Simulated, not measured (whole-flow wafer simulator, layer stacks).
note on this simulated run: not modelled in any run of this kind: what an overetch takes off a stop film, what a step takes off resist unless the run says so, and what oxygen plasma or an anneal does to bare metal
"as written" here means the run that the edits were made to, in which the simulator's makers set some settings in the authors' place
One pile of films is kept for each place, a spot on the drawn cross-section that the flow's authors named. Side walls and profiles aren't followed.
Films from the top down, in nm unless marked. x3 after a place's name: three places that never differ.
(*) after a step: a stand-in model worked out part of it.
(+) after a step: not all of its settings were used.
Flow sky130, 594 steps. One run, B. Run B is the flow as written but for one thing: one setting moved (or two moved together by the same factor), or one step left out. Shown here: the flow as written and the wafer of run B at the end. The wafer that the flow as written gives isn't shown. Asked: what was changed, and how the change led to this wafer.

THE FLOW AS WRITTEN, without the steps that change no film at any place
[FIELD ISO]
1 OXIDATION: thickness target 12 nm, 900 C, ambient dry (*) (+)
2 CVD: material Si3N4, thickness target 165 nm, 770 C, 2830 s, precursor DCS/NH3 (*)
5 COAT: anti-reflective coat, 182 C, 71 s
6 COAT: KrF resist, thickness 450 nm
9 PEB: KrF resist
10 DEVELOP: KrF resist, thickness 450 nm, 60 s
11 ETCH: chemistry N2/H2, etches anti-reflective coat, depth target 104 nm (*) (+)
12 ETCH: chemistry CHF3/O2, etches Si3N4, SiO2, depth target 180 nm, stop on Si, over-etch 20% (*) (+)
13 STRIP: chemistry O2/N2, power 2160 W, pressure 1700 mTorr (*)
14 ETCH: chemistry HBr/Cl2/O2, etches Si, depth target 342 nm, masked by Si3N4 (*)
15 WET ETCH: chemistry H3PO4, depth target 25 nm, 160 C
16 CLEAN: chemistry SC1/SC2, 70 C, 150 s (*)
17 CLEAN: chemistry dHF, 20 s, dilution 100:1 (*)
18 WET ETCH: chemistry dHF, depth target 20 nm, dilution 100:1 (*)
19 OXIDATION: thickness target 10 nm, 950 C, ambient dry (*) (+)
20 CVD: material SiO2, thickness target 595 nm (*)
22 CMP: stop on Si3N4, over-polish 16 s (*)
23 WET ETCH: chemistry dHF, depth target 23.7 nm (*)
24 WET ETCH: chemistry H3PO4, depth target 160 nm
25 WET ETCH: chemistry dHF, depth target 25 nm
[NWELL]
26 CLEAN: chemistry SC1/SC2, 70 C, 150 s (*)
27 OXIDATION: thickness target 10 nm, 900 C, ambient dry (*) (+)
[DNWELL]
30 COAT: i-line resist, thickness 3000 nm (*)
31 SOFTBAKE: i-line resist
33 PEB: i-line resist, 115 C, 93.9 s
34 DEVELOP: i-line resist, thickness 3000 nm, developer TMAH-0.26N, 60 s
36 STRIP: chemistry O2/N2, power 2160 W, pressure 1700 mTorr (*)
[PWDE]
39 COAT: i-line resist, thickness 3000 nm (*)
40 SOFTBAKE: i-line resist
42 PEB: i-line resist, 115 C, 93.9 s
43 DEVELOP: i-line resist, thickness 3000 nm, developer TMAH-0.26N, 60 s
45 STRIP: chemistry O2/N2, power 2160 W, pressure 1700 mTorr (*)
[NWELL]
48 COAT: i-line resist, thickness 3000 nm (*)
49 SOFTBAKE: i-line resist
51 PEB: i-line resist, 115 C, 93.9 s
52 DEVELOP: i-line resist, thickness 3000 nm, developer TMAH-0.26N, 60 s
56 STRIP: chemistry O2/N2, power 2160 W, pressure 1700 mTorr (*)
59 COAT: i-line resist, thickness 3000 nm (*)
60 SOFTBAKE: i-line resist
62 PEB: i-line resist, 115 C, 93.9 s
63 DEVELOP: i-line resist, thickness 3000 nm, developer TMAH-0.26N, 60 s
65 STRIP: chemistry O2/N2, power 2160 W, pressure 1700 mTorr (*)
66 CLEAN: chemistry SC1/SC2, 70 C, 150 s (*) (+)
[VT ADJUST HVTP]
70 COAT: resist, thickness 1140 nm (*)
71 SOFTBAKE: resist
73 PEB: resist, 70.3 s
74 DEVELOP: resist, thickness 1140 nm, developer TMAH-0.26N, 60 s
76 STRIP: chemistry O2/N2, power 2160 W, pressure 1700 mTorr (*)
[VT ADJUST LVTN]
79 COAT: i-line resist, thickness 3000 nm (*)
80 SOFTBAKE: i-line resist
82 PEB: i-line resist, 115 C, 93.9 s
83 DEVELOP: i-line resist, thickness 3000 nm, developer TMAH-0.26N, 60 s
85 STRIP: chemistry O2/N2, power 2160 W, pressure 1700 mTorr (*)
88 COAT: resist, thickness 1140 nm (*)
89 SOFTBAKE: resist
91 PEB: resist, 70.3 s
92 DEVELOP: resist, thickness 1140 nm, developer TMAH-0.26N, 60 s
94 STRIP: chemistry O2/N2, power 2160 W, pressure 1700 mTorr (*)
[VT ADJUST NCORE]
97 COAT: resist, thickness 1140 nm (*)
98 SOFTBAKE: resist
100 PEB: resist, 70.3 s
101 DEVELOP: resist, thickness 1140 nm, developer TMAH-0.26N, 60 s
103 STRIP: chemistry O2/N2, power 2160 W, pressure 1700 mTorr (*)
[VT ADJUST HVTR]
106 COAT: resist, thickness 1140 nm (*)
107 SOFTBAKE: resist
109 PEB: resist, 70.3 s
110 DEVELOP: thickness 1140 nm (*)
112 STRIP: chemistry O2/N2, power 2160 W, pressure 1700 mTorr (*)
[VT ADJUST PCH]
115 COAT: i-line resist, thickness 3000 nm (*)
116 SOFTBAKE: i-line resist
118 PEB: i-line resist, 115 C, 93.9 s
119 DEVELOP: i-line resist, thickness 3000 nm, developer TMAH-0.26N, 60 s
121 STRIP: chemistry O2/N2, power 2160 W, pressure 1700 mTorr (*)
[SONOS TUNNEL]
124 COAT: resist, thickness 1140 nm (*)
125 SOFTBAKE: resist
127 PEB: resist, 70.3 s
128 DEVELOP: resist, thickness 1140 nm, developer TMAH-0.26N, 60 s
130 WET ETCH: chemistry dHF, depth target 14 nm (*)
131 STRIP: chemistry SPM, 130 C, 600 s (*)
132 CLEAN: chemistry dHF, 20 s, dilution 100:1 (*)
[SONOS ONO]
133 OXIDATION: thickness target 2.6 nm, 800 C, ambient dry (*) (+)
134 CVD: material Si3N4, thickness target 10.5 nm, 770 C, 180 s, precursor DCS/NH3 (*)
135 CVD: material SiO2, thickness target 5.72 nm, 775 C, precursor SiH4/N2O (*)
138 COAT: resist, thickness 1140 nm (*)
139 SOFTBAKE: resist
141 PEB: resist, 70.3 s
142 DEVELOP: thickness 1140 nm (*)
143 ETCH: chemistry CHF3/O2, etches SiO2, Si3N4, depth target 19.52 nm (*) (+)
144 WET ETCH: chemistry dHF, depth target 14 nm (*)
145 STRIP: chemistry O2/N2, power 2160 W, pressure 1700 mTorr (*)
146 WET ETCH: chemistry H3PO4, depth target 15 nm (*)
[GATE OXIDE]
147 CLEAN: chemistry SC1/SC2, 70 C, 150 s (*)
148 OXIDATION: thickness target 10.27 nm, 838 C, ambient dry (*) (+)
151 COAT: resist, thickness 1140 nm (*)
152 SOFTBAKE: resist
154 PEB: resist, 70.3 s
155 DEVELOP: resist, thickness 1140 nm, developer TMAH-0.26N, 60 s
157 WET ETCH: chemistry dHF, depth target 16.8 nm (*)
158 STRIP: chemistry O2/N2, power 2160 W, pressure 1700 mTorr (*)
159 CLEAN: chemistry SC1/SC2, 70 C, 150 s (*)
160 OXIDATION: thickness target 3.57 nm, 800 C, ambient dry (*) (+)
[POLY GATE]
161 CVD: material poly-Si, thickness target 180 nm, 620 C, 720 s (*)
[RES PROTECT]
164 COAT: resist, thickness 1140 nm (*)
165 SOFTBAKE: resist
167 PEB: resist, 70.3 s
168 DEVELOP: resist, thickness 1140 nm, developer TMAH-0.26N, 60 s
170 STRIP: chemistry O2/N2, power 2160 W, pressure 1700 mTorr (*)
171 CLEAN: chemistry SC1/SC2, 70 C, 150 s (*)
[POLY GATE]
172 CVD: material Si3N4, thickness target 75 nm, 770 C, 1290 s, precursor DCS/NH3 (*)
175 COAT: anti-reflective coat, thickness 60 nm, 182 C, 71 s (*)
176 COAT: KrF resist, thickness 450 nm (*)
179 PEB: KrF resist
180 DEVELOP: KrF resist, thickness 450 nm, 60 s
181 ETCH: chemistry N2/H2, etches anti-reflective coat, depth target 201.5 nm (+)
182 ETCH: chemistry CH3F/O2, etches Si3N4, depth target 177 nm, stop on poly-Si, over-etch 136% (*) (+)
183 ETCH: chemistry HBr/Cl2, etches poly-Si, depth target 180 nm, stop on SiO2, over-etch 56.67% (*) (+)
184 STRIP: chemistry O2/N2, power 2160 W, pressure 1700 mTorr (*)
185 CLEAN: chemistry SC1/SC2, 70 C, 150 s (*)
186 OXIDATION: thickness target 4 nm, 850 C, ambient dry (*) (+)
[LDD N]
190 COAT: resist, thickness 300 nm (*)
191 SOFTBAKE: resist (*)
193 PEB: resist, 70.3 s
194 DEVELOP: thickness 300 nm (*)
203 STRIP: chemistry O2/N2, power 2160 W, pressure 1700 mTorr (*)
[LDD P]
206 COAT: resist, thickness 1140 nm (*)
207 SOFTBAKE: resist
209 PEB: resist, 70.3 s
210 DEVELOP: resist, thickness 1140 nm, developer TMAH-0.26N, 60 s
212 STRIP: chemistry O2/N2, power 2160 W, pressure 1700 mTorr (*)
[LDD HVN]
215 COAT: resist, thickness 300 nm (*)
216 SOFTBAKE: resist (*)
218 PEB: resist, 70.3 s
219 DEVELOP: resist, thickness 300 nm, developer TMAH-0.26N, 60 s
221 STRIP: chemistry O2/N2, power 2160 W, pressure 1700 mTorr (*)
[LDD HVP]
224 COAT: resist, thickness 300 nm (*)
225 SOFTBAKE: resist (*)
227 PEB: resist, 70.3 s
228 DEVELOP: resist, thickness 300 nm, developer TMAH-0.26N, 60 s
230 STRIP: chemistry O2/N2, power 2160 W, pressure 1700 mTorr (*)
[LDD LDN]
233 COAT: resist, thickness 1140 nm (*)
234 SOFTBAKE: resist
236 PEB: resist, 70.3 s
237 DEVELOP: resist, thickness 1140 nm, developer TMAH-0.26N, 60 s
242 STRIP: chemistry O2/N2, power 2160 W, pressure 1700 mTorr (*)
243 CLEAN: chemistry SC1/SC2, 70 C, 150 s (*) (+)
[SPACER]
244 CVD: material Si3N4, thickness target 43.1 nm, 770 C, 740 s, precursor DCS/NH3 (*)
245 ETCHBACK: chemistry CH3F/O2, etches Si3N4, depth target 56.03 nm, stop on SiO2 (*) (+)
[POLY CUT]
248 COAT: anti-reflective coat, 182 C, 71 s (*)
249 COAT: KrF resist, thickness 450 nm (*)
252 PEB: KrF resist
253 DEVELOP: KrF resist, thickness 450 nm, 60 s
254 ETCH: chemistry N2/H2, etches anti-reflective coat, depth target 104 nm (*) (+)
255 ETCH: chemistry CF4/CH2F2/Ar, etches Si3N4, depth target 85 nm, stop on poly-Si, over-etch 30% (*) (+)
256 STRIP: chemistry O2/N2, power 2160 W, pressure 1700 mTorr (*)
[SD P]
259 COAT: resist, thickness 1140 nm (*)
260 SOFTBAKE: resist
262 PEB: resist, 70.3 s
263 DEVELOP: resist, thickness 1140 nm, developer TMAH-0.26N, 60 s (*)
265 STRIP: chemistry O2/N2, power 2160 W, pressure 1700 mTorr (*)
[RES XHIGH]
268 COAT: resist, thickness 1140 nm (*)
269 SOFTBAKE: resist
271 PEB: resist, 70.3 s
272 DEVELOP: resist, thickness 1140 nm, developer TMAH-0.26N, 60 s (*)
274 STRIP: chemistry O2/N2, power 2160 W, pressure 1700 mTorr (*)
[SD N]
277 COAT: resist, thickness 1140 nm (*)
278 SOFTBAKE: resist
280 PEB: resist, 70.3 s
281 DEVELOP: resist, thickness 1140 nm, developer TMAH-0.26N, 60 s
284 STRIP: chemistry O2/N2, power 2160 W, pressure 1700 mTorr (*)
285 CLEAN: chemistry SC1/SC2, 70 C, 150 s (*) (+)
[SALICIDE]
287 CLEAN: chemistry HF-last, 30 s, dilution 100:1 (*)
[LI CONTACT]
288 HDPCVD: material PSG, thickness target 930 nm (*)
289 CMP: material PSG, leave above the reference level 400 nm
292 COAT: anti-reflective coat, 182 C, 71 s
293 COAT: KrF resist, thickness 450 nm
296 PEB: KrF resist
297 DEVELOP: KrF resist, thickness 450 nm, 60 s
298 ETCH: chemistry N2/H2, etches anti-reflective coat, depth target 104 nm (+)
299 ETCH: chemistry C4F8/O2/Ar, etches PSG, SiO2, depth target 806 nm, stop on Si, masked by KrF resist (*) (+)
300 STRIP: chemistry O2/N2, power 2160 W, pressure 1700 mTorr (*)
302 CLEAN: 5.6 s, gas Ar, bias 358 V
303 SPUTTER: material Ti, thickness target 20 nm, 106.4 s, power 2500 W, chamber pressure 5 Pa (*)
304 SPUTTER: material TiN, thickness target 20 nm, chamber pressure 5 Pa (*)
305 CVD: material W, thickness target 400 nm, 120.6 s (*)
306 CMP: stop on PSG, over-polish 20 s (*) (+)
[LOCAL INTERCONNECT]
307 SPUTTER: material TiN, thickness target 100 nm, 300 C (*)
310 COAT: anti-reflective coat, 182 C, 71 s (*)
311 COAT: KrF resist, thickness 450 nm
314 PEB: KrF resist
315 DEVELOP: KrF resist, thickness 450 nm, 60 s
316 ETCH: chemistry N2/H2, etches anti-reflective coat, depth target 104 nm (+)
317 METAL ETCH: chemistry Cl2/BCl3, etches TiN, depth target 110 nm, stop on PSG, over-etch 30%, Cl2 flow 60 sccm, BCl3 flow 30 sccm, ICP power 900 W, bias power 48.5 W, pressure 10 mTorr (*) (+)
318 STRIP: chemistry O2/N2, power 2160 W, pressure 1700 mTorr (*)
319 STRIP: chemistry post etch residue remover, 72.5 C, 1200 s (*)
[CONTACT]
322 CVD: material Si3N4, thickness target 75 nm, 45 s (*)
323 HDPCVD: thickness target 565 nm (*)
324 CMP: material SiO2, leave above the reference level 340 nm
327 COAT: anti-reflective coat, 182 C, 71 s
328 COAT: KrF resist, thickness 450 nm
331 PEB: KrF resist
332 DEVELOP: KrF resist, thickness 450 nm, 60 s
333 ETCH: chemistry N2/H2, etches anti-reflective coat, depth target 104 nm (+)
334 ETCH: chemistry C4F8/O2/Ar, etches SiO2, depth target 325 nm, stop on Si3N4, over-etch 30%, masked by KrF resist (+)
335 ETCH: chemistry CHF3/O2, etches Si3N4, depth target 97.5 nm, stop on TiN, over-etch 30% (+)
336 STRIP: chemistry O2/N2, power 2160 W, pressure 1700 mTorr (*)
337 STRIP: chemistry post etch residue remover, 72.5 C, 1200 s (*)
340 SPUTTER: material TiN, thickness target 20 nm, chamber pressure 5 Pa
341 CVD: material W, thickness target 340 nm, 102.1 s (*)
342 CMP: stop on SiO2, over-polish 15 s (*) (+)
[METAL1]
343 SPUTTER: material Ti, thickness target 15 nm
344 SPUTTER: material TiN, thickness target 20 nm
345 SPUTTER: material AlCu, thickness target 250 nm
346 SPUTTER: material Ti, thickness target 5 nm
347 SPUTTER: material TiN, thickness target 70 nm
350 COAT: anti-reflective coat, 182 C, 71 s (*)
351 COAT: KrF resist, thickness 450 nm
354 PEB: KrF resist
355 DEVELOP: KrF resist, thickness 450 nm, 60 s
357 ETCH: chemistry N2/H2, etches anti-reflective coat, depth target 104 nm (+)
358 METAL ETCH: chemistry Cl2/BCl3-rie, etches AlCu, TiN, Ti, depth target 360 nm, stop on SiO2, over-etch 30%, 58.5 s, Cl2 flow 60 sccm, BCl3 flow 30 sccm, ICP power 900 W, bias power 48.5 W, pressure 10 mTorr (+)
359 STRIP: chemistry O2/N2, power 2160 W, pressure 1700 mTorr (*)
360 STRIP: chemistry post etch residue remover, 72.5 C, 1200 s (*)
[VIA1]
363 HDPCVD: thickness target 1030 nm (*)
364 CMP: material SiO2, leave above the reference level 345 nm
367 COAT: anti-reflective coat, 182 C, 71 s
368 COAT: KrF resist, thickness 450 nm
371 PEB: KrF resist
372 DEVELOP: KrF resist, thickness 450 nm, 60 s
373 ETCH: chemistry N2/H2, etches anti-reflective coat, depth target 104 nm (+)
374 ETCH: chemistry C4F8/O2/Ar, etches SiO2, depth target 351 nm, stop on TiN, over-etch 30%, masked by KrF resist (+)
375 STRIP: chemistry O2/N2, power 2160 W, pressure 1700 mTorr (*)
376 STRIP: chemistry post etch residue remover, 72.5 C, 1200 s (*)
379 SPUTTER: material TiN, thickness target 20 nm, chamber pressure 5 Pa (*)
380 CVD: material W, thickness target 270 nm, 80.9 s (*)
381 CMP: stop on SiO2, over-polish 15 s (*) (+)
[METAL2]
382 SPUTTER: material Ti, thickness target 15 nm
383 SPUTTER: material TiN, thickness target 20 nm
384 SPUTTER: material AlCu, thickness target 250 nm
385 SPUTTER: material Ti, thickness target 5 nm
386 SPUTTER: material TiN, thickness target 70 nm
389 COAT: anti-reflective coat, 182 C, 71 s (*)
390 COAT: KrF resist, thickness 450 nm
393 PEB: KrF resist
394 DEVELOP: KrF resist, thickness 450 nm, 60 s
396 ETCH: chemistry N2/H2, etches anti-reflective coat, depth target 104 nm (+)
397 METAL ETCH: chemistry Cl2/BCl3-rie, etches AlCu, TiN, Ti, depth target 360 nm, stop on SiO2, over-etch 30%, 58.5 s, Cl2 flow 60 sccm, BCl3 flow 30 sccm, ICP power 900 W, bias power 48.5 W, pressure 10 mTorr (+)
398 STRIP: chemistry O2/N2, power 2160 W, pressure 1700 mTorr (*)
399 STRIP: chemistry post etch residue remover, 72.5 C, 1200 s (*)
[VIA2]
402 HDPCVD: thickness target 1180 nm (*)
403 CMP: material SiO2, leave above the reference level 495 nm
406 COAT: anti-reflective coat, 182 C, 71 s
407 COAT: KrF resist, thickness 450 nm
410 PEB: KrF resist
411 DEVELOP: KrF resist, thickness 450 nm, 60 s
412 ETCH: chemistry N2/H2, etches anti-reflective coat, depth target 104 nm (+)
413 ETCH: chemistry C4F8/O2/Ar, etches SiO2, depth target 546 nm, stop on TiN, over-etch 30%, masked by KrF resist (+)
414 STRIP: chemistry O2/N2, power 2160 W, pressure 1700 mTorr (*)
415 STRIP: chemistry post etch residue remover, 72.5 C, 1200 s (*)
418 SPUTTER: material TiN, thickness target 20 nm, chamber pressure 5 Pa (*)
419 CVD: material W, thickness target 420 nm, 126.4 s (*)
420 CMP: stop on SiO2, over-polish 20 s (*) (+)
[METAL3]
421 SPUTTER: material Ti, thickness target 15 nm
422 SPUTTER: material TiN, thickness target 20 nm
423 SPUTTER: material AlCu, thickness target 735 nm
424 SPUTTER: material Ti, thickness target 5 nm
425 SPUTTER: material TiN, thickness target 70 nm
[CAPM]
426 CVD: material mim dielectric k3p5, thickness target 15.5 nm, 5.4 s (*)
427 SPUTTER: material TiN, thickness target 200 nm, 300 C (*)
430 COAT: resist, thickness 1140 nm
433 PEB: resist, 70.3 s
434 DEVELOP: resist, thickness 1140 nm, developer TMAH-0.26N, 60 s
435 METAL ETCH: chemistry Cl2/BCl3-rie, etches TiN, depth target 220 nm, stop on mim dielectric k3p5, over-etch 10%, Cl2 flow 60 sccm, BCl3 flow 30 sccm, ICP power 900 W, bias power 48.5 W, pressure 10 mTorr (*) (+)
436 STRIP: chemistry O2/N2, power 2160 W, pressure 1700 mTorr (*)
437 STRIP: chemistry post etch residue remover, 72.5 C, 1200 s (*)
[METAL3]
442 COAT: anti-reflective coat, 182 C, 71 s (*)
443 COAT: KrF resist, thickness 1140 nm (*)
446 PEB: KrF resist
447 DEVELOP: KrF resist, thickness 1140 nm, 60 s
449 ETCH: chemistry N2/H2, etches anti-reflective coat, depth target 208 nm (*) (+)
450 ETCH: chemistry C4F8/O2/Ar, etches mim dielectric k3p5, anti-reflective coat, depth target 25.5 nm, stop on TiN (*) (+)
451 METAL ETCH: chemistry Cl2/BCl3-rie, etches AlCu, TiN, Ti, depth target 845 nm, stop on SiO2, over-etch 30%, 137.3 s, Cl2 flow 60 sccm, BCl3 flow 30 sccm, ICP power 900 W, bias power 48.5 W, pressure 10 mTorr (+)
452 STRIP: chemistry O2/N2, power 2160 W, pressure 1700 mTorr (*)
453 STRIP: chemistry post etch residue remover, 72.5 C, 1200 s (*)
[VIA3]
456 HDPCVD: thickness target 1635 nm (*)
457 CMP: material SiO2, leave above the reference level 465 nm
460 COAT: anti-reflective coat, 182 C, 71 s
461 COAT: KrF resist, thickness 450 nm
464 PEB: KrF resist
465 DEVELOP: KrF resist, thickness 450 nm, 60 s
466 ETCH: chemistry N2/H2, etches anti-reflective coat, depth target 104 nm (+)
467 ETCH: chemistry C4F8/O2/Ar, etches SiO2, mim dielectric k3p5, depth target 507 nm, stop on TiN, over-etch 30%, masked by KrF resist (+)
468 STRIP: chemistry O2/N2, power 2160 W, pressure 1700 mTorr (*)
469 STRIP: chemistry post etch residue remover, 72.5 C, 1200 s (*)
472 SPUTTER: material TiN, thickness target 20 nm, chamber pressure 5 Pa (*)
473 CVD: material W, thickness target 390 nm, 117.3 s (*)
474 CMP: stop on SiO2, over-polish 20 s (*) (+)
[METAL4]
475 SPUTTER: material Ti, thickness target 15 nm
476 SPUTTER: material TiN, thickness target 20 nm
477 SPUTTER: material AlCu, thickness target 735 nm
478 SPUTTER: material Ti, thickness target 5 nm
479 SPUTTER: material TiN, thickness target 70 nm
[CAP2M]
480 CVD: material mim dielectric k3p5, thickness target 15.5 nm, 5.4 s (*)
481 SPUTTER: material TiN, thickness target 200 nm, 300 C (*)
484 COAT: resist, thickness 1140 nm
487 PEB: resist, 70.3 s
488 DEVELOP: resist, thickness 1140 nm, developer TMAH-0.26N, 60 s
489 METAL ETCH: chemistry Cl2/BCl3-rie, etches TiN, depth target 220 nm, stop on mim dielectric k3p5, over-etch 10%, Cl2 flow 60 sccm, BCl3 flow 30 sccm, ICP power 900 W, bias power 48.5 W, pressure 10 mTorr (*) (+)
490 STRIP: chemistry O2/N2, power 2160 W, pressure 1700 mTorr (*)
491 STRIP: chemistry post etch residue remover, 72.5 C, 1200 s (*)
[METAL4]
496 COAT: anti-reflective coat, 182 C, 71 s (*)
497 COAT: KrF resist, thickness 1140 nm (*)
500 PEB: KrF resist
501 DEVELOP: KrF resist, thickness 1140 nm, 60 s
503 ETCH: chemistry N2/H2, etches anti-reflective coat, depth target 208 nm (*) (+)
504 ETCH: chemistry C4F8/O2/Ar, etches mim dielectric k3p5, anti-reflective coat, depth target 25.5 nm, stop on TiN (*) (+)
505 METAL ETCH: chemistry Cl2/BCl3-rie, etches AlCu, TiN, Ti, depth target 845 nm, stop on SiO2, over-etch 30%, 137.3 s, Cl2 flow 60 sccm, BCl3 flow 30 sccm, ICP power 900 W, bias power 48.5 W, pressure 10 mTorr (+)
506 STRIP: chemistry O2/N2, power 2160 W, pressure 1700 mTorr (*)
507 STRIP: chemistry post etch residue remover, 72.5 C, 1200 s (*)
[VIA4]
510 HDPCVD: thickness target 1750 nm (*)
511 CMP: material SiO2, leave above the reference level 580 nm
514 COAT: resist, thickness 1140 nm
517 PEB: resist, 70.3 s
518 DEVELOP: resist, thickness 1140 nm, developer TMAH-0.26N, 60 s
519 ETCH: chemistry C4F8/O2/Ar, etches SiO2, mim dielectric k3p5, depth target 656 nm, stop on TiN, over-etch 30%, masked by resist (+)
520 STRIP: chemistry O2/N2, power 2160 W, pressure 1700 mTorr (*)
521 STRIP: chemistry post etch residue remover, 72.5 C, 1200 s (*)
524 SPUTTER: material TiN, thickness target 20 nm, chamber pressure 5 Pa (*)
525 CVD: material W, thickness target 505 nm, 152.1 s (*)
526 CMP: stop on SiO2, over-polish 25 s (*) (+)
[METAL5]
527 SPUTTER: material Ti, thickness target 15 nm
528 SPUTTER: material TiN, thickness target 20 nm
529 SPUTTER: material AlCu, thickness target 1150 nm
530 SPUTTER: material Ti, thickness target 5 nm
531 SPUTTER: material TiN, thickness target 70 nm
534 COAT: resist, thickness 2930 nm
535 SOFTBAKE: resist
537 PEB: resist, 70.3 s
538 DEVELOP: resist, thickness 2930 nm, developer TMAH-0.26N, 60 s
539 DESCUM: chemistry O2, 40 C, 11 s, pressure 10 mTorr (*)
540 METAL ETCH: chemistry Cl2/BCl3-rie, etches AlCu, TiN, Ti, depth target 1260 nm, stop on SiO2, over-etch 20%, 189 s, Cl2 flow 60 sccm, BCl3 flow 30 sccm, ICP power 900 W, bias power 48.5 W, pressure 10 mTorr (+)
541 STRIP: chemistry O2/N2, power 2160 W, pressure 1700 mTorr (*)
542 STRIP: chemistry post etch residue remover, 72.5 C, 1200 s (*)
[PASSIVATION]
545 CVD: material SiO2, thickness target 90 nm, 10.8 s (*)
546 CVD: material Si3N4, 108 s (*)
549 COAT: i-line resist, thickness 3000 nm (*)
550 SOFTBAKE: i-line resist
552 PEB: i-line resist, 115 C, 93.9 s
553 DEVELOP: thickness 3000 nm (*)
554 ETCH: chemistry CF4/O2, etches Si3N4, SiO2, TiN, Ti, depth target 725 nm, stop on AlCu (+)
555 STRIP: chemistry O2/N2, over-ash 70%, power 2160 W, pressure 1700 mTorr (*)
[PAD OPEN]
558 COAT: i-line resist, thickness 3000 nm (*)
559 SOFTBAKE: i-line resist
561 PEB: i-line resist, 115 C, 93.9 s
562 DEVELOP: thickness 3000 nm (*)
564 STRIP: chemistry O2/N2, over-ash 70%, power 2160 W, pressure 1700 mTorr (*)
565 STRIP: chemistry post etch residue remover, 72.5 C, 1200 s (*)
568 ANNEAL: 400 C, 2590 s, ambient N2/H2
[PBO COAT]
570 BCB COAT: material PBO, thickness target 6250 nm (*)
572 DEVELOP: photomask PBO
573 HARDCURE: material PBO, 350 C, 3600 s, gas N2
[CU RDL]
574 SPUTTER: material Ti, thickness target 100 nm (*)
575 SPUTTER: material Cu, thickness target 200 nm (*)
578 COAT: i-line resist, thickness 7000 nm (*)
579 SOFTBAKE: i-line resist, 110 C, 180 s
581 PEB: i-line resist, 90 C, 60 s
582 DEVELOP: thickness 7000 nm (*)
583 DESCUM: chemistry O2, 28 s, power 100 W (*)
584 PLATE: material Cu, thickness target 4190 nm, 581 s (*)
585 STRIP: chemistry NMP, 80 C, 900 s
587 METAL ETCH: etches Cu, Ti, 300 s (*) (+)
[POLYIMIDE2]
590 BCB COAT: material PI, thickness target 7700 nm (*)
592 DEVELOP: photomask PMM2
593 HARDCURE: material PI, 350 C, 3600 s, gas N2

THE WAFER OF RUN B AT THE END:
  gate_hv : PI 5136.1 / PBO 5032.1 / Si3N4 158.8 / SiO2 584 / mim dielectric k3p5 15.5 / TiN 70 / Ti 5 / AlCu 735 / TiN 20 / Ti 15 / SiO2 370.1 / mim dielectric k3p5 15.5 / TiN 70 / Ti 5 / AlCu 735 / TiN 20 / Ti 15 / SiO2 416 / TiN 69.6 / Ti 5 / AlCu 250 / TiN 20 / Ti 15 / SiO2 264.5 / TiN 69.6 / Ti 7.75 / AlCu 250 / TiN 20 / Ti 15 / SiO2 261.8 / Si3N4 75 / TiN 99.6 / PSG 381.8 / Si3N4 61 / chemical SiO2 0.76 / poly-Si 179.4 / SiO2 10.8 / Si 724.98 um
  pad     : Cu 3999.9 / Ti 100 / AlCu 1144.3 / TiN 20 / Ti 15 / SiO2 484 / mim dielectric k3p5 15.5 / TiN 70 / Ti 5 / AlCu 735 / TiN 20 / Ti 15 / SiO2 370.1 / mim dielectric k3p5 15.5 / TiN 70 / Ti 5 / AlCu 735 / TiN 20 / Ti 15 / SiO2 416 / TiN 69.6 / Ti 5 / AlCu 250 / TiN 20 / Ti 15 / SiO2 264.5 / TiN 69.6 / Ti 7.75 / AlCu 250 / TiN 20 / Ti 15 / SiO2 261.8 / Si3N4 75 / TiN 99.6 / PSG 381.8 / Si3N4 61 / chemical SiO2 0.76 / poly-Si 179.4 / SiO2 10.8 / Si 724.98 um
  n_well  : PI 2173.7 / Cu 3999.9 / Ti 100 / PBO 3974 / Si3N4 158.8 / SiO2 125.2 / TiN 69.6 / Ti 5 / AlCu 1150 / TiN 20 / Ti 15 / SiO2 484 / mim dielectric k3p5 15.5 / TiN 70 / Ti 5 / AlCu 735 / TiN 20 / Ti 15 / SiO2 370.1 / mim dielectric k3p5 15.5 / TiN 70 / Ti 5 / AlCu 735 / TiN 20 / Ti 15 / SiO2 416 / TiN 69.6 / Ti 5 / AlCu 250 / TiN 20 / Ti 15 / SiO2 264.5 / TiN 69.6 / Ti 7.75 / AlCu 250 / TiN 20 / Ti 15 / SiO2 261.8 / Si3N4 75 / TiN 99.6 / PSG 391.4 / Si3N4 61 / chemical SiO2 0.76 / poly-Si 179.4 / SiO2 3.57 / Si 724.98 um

The cause: step 346, SPUTTER: thickness target 7.75 nm was run, where the flow has thickness target 5 nm.
It can be read off the wafer: gate_hv has Ti 7.75, and step 346 as written asks for 5 nm.

How the change led to this, step by step:
  346 SPUTTER: material Ti, thickness target 5 nm
      field, active, n_well and 188 more: Ti +7.75 (new film) (as written it would be: Ti +5 (new film))
  358 METAL ETCH: chemistry Cl2/BCl3-rie, etches AlCu, TiN, Ti, depth target 360 nm, stop on SiO2, over-etch 30%, 58.5 s, Cl2 flow 60 sccm, BCl3 flow 30 sccm, ICP power 900 W, bias power 48.5 W, pressure 10 mTorr (+)
      field, active, gate and 81 more: TiN -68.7 (all of it), Ti -7.75 (all of it), AlCu -250 (all of it), TiN -20 (all of it), Ti -15 (all of it), SiO2 -10.7 (as written it would be: TiN -68.7 (all of it), Ti -5 (all of it), AlCu -250 (all of it), TiN -20 (all of it), Ti -15 (all of it), SiO2 -10.9)
